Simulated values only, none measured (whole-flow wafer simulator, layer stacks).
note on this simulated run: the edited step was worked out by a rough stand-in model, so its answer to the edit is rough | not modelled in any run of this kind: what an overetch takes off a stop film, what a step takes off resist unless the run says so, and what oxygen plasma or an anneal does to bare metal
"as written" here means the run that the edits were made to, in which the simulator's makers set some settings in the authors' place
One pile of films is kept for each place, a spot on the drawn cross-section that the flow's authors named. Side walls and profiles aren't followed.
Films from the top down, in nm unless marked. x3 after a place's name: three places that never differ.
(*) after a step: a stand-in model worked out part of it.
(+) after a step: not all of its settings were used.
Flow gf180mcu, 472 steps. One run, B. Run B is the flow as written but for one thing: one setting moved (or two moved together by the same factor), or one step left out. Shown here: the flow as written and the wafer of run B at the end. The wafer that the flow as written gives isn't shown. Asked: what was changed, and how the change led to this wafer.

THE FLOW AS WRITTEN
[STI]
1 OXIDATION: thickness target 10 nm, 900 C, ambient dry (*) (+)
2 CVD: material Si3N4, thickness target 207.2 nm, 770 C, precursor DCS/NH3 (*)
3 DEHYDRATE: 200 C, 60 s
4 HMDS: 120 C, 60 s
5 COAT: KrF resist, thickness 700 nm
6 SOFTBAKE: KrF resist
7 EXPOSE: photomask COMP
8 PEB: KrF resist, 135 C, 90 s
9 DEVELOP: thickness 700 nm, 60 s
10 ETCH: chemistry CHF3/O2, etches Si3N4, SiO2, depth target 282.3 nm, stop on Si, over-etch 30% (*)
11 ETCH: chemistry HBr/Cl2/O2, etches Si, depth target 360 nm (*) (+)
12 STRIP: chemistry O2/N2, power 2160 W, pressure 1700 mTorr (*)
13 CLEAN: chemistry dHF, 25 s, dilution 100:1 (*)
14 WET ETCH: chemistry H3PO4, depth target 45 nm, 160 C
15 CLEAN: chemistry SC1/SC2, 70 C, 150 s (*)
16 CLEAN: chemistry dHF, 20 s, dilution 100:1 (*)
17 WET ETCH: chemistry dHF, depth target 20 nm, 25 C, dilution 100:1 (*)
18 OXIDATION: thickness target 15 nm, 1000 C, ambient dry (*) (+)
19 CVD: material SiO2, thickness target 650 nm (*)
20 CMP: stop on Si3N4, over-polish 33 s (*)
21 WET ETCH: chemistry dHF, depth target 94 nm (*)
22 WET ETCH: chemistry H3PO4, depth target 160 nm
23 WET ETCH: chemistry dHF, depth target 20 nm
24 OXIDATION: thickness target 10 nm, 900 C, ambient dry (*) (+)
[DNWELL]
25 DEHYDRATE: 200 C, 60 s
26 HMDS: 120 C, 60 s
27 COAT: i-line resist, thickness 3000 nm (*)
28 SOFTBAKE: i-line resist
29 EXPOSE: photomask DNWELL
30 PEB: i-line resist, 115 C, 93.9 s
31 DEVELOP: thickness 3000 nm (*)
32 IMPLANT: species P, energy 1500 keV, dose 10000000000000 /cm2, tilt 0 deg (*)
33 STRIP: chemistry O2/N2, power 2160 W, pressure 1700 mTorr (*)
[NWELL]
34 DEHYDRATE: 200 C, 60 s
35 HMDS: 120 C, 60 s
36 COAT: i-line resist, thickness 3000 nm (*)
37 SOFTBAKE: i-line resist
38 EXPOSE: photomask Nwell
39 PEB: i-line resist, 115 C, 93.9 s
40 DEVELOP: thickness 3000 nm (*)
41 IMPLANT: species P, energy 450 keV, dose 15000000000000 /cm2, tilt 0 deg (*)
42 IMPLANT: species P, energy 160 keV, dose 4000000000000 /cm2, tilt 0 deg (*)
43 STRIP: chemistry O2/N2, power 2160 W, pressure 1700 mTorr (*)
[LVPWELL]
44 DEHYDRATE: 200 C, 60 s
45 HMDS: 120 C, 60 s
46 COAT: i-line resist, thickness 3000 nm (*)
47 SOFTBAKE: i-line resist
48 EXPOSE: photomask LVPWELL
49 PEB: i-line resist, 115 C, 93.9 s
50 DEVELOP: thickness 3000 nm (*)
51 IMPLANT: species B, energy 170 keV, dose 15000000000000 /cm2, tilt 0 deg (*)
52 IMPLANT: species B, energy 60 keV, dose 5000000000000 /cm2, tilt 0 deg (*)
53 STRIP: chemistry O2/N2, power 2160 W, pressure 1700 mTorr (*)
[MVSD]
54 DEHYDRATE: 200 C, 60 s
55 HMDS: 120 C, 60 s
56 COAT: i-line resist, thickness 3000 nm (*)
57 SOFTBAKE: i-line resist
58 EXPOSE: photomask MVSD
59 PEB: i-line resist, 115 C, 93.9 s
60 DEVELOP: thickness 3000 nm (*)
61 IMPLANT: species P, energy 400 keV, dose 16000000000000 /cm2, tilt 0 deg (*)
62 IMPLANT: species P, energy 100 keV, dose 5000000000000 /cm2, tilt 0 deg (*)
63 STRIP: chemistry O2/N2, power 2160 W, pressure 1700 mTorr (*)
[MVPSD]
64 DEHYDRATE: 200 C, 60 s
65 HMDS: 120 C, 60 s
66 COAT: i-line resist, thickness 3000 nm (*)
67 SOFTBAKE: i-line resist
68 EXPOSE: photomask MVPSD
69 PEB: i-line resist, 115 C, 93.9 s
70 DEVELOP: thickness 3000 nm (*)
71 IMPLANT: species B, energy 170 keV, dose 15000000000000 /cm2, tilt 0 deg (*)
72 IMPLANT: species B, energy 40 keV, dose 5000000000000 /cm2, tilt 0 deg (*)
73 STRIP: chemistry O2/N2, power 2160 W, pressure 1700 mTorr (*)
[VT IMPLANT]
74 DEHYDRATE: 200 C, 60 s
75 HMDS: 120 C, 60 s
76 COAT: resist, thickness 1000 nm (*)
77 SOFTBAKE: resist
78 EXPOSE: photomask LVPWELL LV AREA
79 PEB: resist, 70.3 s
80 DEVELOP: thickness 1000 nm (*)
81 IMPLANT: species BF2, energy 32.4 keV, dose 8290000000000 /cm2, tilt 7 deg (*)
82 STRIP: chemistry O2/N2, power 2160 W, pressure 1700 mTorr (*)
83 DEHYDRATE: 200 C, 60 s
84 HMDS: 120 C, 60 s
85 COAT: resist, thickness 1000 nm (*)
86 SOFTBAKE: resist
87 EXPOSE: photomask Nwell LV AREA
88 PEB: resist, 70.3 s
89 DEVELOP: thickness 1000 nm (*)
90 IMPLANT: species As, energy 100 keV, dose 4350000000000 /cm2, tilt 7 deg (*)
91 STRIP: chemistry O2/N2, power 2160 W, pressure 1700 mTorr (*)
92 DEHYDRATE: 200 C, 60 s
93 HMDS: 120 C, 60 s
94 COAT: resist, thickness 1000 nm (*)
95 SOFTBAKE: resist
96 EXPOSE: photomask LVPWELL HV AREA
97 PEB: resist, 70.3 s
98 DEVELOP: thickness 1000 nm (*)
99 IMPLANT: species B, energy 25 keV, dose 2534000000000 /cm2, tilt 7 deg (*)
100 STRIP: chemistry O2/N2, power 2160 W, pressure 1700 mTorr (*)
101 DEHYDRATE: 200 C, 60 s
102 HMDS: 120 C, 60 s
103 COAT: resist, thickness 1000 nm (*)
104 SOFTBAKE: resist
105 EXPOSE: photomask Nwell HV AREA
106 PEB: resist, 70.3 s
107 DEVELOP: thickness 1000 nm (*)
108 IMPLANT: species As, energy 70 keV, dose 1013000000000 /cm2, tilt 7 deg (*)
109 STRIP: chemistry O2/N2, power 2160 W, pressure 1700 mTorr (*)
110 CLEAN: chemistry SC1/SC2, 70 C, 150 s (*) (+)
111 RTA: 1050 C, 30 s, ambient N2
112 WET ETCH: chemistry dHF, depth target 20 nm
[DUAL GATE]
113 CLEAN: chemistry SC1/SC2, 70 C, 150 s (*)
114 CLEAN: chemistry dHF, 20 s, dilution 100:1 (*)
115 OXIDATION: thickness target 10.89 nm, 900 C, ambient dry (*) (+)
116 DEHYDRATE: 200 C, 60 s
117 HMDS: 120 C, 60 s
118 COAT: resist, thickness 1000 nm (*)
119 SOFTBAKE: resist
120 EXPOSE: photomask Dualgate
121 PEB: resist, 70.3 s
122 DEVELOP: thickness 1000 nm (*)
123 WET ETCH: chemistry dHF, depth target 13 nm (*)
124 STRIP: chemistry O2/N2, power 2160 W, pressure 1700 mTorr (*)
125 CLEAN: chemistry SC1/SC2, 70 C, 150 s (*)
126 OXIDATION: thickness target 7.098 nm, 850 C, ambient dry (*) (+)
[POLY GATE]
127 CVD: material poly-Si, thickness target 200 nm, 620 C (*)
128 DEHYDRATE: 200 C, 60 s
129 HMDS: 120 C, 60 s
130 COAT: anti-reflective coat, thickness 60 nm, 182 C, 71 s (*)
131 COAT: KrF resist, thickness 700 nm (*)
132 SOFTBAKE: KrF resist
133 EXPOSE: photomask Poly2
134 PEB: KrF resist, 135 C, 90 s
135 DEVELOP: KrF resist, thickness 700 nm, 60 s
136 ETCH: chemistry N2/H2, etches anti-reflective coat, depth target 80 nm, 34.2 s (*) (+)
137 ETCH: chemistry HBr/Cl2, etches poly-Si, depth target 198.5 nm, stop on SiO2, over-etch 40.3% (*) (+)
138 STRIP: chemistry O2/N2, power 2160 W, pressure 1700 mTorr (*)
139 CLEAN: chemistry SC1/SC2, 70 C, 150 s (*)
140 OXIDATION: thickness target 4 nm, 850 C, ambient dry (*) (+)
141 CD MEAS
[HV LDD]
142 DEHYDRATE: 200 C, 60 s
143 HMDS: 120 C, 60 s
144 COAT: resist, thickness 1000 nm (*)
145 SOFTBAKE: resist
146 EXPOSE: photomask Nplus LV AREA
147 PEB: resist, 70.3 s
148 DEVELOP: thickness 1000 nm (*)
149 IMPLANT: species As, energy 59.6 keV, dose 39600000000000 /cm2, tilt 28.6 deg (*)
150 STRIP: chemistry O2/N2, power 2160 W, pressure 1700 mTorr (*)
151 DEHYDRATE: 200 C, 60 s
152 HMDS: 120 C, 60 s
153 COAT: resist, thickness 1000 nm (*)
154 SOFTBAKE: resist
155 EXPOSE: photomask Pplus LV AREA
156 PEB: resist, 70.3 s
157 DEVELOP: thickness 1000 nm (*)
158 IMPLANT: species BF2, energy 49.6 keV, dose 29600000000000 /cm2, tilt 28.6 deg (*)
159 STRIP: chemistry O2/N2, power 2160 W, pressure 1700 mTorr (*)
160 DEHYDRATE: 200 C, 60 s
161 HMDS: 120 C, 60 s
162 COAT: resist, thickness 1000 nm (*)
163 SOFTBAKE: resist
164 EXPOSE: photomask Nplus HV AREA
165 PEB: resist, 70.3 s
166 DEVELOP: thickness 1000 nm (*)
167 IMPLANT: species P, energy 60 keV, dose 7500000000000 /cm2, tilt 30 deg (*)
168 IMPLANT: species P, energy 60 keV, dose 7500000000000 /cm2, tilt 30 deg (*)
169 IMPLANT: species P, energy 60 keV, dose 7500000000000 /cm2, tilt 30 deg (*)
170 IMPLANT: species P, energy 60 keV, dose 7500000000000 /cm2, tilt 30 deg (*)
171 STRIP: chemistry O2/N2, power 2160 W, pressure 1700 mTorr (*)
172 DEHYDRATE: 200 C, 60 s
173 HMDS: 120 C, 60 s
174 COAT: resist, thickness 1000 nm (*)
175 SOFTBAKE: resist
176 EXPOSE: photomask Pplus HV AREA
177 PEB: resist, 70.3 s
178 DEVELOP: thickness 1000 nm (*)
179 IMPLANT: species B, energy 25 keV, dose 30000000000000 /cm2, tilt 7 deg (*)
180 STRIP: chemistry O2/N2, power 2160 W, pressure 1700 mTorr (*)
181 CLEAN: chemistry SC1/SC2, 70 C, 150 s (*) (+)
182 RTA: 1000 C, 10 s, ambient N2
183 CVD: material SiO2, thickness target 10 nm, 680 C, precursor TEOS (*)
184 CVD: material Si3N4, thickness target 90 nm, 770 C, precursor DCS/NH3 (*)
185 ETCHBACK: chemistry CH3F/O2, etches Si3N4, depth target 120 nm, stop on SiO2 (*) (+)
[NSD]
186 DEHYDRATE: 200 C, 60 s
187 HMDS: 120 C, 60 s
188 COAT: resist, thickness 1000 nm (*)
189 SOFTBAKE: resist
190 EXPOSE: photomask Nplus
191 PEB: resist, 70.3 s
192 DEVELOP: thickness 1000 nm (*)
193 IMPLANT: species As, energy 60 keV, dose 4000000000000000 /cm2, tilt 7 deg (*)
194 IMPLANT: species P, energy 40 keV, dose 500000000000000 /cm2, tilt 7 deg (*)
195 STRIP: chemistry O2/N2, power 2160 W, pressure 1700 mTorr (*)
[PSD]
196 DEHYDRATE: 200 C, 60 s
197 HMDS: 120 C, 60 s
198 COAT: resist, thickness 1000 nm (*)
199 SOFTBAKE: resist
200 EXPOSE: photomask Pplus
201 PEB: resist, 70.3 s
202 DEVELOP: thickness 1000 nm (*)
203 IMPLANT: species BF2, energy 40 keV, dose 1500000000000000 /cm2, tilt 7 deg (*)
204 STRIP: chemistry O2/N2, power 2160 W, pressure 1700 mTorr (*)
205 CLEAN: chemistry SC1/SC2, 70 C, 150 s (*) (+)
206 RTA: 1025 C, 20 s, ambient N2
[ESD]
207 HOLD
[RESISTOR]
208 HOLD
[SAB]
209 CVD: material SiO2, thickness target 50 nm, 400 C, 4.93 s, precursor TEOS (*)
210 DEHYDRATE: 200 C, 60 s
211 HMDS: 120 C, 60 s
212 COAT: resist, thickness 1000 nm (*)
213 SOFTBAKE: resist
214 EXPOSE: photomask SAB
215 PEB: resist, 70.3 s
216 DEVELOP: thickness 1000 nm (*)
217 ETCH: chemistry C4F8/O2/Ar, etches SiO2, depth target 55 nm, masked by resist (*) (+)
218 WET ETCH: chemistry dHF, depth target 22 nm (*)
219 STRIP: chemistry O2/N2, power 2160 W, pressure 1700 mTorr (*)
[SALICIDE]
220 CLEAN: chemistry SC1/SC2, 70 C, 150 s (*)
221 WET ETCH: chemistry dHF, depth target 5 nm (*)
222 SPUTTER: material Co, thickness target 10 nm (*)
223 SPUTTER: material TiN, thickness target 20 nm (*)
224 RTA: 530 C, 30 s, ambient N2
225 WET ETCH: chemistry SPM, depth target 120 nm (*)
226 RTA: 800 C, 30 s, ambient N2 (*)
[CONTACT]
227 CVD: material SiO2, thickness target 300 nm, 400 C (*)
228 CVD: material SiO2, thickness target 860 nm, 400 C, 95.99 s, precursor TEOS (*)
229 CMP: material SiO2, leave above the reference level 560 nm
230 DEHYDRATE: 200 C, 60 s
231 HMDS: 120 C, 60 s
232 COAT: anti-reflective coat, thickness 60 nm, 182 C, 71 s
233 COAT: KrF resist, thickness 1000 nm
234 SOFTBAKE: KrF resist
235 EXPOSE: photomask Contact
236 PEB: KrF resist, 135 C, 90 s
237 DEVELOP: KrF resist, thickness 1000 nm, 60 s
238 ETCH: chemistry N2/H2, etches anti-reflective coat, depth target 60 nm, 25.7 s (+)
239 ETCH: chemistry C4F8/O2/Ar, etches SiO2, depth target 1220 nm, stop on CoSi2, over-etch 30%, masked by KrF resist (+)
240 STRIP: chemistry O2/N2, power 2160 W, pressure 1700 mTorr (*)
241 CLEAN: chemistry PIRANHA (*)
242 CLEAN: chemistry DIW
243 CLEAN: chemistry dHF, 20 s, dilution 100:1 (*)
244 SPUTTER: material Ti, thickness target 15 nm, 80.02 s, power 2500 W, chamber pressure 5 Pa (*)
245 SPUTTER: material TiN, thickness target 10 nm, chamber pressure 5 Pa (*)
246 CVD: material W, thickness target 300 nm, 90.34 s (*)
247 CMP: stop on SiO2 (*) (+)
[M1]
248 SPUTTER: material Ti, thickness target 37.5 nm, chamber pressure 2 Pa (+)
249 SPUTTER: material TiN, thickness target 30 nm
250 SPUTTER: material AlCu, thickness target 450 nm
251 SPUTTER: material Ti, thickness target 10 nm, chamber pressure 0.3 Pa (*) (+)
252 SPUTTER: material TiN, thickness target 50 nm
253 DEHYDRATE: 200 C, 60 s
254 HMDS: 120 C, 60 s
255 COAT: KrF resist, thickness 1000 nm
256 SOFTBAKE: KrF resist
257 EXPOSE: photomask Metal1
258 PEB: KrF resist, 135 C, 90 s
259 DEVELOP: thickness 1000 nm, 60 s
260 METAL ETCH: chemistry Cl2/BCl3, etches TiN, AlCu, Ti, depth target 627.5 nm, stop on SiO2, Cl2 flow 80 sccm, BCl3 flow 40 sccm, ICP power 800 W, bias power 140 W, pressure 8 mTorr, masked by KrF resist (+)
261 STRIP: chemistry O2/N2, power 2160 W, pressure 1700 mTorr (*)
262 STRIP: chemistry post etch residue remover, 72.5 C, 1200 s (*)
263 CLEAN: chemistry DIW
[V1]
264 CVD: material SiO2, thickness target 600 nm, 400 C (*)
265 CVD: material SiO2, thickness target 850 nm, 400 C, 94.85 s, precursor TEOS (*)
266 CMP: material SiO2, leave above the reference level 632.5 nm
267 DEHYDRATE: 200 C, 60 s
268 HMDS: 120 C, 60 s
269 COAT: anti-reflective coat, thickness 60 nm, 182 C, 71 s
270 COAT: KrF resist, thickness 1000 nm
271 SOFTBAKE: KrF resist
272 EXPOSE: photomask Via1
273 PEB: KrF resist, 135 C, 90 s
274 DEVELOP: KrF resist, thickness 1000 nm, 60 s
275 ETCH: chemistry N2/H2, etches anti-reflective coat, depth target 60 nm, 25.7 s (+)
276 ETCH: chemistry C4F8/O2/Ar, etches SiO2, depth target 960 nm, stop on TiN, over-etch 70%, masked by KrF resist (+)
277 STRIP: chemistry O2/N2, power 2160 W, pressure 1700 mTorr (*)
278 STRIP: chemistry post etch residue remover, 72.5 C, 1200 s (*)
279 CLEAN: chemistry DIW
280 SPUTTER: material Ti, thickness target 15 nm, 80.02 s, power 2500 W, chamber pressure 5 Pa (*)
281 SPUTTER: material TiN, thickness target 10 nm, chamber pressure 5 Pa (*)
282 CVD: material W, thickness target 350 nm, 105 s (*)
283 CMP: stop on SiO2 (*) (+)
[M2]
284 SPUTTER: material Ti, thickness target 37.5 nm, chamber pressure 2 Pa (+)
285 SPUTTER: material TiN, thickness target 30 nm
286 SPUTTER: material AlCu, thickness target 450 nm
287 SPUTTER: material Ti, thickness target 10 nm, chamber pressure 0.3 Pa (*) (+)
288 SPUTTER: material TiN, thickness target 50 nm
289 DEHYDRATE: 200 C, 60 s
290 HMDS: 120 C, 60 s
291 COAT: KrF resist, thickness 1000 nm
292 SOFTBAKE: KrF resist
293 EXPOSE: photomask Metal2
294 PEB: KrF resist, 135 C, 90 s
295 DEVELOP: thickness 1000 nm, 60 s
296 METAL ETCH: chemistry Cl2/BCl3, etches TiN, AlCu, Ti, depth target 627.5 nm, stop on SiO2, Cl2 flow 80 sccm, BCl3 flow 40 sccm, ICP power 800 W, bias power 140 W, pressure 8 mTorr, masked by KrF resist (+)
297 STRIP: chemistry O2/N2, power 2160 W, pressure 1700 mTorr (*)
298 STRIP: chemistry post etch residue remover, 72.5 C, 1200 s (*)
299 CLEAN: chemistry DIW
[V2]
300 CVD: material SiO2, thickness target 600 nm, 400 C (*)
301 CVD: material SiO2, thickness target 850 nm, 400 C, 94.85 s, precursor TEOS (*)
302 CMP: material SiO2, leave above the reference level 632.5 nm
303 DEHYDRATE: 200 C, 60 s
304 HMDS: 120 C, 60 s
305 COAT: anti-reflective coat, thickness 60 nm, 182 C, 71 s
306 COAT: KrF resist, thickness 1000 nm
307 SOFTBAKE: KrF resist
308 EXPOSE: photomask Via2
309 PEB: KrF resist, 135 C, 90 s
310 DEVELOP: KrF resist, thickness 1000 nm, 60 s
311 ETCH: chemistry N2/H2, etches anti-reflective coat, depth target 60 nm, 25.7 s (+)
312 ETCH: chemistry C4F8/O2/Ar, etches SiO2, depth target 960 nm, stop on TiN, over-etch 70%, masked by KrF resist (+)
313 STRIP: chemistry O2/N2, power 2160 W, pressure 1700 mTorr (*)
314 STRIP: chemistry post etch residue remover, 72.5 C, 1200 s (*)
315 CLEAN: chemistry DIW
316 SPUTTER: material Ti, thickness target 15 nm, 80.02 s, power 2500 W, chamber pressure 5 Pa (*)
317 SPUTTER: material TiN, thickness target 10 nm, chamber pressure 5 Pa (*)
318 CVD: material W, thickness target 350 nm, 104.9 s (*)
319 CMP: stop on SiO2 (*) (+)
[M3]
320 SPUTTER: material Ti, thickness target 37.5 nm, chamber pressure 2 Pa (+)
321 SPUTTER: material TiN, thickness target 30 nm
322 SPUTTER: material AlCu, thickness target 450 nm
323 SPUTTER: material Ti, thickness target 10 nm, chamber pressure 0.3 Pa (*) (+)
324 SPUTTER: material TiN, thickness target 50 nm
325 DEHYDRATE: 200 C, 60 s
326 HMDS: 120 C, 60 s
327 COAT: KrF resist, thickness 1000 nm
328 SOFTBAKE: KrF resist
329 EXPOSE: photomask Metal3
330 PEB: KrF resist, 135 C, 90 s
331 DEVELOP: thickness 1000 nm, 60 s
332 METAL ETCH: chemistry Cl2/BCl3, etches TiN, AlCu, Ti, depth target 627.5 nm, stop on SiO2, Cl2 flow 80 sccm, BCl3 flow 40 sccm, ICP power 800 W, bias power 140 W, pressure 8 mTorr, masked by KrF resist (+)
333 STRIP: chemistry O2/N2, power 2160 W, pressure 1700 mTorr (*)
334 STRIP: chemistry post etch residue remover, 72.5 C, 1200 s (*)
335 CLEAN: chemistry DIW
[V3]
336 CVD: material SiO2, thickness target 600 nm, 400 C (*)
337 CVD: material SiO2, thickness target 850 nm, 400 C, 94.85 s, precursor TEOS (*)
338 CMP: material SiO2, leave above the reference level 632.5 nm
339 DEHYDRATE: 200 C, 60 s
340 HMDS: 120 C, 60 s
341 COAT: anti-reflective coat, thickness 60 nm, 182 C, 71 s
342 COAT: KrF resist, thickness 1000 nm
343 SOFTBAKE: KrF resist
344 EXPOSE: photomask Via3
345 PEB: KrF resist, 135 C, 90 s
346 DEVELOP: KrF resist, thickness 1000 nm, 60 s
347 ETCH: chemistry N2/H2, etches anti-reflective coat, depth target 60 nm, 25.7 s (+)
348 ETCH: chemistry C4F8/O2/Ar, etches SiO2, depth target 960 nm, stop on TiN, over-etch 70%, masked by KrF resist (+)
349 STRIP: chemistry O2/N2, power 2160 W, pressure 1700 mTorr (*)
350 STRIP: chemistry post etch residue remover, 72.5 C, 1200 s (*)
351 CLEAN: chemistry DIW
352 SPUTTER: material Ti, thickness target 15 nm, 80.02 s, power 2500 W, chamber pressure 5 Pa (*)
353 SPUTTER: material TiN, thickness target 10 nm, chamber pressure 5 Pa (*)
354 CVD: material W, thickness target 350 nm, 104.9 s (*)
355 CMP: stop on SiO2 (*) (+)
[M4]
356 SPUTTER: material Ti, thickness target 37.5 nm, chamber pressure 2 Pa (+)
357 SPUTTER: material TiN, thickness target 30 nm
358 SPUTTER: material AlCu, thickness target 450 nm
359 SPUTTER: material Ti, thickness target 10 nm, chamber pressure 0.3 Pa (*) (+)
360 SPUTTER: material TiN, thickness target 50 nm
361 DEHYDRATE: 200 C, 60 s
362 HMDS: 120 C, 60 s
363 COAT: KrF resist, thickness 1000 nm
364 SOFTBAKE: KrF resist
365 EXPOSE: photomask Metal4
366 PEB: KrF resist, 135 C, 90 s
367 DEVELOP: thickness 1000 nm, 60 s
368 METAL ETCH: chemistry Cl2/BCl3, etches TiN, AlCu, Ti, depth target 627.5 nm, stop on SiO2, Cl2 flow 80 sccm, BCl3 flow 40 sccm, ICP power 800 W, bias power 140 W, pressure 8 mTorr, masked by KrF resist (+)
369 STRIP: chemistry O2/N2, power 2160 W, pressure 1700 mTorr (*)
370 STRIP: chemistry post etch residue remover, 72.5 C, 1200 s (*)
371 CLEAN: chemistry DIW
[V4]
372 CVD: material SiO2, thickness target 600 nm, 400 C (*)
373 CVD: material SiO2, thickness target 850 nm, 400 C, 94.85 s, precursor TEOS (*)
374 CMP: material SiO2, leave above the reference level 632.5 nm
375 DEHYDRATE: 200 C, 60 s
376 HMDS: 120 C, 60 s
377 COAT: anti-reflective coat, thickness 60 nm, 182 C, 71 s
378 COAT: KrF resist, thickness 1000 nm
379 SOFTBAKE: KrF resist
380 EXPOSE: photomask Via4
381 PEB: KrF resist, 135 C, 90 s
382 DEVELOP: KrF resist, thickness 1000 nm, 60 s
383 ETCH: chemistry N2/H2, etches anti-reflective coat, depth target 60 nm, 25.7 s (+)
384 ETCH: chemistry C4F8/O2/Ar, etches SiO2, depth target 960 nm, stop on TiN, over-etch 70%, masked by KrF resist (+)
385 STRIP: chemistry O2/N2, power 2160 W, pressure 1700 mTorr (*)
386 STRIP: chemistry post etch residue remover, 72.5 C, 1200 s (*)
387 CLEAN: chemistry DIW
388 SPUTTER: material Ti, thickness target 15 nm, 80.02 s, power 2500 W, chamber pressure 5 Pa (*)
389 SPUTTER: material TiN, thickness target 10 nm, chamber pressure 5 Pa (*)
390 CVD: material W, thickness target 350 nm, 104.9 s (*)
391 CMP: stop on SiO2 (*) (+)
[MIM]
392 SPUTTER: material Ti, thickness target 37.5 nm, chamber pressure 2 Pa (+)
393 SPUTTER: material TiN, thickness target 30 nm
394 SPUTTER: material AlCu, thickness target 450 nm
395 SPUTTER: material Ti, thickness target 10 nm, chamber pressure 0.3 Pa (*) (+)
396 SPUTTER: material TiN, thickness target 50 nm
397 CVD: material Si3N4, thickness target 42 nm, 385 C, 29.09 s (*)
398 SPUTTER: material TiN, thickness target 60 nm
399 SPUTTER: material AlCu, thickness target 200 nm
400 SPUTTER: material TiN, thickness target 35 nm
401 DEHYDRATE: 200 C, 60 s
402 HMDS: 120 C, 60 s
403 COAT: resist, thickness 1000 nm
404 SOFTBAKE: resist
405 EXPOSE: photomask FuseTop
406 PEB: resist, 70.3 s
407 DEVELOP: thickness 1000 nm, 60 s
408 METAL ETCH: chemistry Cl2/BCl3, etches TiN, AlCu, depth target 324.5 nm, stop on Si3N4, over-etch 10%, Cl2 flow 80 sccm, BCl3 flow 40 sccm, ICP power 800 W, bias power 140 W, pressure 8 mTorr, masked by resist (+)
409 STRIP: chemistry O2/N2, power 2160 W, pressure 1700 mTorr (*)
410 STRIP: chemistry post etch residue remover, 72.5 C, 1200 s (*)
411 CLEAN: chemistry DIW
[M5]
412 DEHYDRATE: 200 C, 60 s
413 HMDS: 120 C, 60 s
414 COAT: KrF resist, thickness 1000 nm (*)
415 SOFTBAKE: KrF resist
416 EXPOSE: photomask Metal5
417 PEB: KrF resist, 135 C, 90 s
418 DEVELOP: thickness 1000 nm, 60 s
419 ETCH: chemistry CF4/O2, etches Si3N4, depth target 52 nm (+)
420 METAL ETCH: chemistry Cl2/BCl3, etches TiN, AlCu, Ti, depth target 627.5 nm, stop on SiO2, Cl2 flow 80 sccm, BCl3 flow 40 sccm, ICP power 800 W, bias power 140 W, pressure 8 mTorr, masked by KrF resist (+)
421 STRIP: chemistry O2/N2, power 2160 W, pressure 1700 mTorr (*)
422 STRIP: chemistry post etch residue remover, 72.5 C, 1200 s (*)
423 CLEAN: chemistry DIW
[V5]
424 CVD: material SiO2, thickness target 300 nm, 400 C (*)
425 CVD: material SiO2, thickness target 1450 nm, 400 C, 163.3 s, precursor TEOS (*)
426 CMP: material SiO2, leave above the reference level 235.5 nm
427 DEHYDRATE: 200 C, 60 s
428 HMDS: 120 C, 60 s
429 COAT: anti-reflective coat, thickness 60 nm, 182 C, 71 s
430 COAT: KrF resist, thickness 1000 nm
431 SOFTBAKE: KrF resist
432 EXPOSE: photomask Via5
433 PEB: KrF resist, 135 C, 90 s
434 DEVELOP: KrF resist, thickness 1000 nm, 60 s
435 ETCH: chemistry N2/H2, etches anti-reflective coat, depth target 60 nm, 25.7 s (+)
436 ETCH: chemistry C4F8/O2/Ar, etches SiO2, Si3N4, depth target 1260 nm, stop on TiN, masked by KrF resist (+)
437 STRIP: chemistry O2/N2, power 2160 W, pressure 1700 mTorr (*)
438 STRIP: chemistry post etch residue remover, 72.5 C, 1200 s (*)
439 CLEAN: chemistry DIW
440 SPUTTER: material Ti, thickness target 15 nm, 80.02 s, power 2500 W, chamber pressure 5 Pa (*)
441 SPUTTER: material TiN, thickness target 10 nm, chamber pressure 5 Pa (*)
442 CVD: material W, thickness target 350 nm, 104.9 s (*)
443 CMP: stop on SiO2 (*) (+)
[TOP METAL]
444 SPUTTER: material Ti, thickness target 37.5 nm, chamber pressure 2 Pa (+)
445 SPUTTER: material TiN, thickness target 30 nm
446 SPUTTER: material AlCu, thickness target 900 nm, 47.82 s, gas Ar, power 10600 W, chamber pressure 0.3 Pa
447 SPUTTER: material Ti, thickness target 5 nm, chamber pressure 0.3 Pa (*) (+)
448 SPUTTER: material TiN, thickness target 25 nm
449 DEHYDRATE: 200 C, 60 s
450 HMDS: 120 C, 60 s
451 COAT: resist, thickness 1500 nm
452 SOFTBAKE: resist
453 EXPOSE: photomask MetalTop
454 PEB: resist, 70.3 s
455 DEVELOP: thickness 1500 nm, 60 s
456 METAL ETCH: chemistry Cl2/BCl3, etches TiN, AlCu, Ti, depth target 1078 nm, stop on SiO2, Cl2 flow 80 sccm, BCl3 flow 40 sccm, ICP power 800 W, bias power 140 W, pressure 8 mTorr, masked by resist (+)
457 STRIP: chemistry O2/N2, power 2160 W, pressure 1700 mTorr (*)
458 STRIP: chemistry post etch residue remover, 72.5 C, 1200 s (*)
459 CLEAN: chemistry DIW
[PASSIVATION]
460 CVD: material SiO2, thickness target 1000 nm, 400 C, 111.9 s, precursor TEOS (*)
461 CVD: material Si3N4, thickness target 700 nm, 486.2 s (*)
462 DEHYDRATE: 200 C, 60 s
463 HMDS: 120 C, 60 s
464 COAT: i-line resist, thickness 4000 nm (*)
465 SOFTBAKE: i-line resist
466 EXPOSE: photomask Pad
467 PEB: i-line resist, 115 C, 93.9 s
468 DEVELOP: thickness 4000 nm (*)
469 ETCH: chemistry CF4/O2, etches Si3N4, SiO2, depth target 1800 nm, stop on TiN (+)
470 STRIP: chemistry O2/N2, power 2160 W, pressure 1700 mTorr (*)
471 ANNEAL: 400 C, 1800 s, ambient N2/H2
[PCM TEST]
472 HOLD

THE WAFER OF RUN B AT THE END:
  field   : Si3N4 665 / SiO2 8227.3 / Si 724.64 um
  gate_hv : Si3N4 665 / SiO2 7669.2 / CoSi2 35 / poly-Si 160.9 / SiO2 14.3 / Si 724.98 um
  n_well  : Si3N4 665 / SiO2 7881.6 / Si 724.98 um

The cause: step 461, CVD: thickness target 665 nm was run, where the flow has thickness target 700 nm; step 461, CVD: 461.9 s was run, where the flow has 486.2 s.
It can be read off the wafer: field has Si3N4 665, and step 461 as written asks for 700 nm.

How the change led to this, step by step:
  461 CVD: material Si3N4, thickness target 700 nm, 486.2 s (*)
      field, field__w1, field__w2 and 109 more: Si3N4 +665 (new film) (as written it would be: Si3N4 +700 (new film))
  469 ETCH: chemistry CF4/O2, etches Si3N4, SiO2, depth target 1800 nm, stop on TiN (+)
      pad: Si3N4 -665 (all of it), SiO2 -1000 (all of it) (as written it would be: Si3N4 -700 (all of it), SiO2 -1000 (all of it))
